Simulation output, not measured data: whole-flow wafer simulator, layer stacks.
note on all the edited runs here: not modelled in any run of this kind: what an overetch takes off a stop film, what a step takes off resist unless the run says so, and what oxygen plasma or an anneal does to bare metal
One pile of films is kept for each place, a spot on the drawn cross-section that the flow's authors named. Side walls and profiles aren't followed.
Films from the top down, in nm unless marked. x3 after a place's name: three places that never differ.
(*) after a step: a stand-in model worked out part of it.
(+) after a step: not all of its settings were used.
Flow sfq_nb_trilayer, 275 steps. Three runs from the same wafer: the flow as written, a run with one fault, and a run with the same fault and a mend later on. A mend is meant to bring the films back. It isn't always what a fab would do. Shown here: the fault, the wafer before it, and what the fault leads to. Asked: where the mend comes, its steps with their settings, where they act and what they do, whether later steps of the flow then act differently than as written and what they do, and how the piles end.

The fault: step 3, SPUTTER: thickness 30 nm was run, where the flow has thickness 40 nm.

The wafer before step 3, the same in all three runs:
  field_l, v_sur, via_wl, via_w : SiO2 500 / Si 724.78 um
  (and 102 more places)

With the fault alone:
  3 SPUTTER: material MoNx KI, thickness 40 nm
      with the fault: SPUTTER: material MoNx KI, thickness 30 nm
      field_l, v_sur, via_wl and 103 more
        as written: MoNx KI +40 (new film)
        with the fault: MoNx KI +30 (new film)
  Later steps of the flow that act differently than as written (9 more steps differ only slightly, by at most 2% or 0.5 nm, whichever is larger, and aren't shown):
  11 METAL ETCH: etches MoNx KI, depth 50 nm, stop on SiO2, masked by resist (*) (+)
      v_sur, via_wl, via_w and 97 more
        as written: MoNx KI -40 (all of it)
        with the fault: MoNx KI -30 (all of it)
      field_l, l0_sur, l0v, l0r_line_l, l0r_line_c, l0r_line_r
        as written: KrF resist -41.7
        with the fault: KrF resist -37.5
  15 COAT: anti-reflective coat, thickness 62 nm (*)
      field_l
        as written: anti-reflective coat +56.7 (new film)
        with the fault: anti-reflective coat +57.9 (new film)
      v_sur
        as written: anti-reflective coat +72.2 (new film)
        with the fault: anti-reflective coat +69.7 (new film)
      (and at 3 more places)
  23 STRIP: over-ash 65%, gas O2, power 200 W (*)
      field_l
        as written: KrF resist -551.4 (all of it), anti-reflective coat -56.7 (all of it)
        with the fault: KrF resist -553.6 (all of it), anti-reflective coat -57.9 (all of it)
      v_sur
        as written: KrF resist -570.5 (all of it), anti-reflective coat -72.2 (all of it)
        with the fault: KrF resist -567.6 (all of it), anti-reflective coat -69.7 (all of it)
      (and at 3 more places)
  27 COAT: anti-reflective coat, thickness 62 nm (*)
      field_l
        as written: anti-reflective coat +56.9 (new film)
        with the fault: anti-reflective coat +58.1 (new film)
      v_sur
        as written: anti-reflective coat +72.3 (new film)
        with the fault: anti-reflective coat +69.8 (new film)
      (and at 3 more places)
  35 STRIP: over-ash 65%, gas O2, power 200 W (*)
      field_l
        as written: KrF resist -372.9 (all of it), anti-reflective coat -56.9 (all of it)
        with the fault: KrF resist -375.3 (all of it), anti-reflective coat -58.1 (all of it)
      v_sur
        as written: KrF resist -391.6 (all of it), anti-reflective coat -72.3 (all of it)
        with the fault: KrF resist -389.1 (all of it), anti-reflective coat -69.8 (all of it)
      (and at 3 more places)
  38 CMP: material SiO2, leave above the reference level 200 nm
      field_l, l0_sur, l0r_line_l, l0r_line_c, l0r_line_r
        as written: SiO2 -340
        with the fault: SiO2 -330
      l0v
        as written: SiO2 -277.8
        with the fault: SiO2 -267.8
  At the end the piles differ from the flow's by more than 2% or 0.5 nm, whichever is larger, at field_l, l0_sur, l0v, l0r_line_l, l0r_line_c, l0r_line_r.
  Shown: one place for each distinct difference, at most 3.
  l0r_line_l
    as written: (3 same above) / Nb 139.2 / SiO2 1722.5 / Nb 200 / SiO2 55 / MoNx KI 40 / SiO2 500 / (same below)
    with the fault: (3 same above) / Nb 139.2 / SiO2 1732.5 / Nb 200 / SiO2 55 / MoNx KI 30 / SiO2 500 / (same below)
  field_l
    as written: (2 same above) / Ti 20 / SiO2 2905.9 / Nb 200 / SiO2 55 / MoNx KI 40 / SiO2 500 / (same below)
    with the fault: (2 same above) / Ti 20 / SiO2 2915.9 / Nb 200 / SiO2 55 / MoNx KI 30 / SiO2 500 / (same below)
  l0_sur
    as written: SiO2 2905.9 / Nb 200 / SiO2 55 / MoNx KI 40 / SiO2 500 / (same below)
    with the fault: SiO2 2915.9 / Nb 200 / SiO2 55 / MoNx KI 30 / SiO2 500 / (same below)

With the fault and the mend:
  The mend comes after step 9.
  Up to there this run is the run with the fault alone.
  9a STRIP: over-ash 65%, gas O2, power 200 W (*)
      v_sur, via_wl, via_w and 97 more
        anti-reflective coat -62 (all of it)
      field_l, l0_sur, l0v, l0r_line_l, l0r_line_c, l0r_line_r
        KrF resist -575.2 (all of it), anti-reflective coat -62 (all of it)
  9b SPUTTER: material MoNx KI, thickness 10 nm (the flow's step 3 once more, with other settings)
      field_l, v_sur, via_wl and 103 more
        MoNx KI +10
  9c COAT: anti-reflective coat, thickness 62 nm (the flow's step 4 once more)
      field_l, v_sur, via_wl and 103 more
        anti-reflective coat +62 (new film)
  9d COAT: KrF resist, thickness 600 nm (the flow's step 5 once more)
      field_l, v_sur, via_wl and 103 more
        KrF resist +600 (new film)
  9e SOFTBAKE: KrF resist (the flow's step 6 once more)
      changes no film at any place that is followed
  9f EXPOSE: photomask L0, dose 11.59 mJ/cm2, NA 0.6, wavelength 248 nm (*) (the flow's step 7 once more)
      changes no film at any place that is followed
  9g PEB: KrF resist, 90 s (the flow's step 8 once more)
      field_l, v_sur, via_wl and 103 more
        KrF resist -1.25
  9h DEVELOP: KrF resist, thickness 600 nm, 60 s (the flow's step 9 once more)
      v_sur, via_wl, via_w and 97 more
        KrF resist -598.7 (all of it)
      field_l, l0_sur, l0v, l0r_line_l, l0r_line_c, l0r_line_r
        KrF resist -23.5
  No later step of the flow acts differently than as written at any place that is followed.
  At the end the piles are the same as the flow's at every place that both follow.
